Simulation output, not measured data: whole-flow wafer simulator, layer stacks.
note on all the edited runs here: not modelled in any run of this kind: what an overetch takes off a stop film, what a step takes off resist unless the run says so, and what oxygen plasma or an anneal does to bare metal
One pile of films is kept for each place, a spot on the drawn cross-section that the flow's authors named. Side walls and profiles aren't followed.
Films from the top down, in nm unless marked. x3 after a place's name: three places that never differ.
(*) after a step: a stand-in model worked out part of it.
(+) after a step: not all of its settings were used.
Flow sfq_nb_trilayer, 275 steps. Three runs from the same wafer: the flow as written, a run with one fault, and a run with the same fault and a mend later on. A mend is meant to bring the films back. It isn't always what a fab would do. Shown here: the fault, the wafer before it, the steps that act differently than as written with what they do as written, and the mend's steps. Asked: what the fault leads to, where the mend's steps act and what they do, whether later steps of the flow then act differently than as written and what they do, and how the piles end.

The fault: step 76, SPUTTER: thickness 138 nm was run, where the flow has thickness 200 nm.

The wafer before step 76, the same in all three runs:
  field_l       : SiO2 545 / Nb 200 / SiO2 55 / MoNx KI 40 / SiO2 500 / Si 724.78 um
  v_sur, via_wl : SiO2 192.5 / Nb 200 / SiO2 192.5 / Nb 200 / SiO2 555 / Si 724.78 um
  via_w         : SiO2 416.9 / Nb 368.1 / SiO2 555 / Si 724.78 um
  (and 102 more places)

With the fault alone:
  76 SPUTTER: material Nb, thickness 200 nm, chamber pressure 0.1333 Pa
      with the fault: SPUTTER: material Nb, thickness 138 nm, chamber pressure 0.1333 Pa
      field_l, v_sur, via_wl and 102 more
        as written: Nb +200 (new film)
        with the fault: Nb +138 (new film)
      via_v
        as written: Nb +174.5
        with the fault: Nb +121.1
  Later steps of the flow that act differently than as written (4 more steps differ only slightly, by at most 2% or 0.5 nm, whichever is larger, and aren't shown):
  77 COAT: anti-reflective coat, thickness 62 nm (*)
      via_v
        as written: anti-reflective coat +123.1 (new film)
        with the fault: anti-reflective coat +120.4 (new film)
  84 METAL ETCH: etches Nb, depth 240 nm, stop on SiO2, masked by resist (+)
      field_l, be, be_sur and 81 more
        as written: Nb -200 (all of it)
        with the fault: Nb -138 (all of it)
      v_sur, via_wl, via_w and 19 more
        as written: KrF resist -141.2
        with the fault: KrF resist -121.8
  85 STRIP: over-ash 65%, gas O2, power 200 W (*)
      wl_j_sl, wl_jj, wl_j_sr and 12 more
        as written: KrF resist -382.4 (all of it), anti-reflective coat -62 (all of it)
        with the fault: KrF resist -401.8 (all of it), anti-reflective coat -62 (all of it)
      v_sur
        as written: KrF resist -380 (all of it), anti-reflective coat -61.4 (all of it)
        with the fault: KrF resist -399.5 (all of it), anti-reflective coat -61.4 (all of it)
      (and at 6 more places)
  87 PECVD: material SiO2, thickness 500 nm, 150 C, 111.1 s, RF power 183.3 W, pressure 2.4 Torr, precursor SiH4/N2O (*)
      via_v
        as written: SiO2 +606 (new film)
        with the fault: SiO2 +591.1 (new film)
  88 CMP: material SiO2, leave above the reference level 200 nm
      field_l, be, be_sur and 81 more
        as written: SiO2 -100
        with the fault: SiO2 -162
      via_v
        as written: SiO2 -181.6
        with the fault: SiO2 -175.3
  At the end the piles differ from the flow's by more than 2% or 0.5 nm, whichever is larger, at field_l, v_sur, via_wl and 102 more.
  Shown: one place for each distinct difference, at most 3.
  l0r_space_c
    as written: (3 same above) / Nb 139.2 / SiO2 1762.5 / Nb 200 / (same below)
    with the fault: (3 same above) / Nb 139.2 / SiO2 1700.5 / Nb 200 / (same below)
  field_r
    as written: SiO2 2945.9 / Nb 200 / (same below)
    with the fault: SiO2 2883.9 / Nb 200 / (same below)
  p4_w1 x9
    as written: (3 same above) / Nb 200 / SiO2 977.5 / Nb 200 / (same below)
    with the fault: (3 same above) / Nb 200 / SiO2 915.5 / Nb 200 / (same below)

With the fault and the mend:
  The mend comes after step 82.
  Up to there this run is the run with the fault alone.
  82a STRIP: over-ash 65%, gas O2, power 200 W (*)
      p4_fl x3, p4_w1 x9, p4_g1 x2 and 48 more
        anti-reflective coat -62 (all of it)
      wl_j_sl, wl_jj, wl_j_sr and 12 more
        KrF resist -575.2 (all of it), anti-reflective coat -62 (all of it)
      moat, field_r, lsp_l and 6 more
        anti-reflective coat -61.8 (all of it)
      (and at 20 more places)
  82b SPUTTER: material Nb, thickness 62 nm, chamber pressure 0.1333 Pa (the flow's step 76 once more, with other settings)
      field_l, v_sur, via_wl and 102 more
        Nb +62
      via_v
        Nb +49.1
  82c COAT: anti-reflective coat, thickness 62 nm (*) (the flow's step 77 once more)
      p4_fl x3, p4_w1 x9, p4_g1 x2 and 63 more
        anti-reflective coat +62 (new film)
      moat, field_r, lsp_l and 6 more
        anti-reflective coat +61.8 (new film)
      be_r, r_sur, res, r_end
        anti-reflective coat +61.7 (new film)
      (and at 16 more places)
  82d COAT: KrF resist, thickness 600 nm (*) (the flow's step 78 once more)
      p4_fl x3, p4_w1 x9, p4_g1 x2 and 63 more
        KrF resist +600 (new film)
      field_r, lsp_l, ln_m5, l0v
        KrF resist +599.5 (new film)
      lsp_m, ln_m6, lsp_r, l0_sur
        KrF resist +599.6 (new film)
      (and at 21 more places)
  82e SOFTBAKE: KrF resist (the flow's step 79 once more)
      changes no film at any place that is followed
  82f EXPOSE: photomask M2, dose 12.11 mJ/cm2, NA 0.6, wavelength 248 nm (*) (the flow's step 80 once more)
      changes no film at any place that is followed
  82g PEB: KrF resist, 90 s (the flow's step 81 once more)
      field_l, v_sur, via_wl and 97 more
        KrF resist -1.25
      via_w, via_wr, via_sp, wire, be
        KrF resist -1.24
      via_v
        KrF resist -1.59
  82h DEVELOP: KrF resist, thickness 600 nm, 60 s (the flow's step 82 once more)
      p4_fl x3, p4_w1 x9, p4_g1 x2 and 48 more
        KrF resist -598.7 (all of it)
      v_sur, via_wl, via_w and 19 more
        KrF resist -23.5
      lsp_l, ln_m5, lsp_m, ln_m6, lsp_r, l0_sur, l0v
        KrF resist -598.3 (all of it)
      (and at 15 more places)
  No later step of the flow acts differently than as written, at any place that is followed, by more than 2% or 0.5 nm, whichever is larger.
  At the end the piles differ from the flow's only slightly at the places that both follow, by at most 2% or 0.5 nm, whichever is larger.
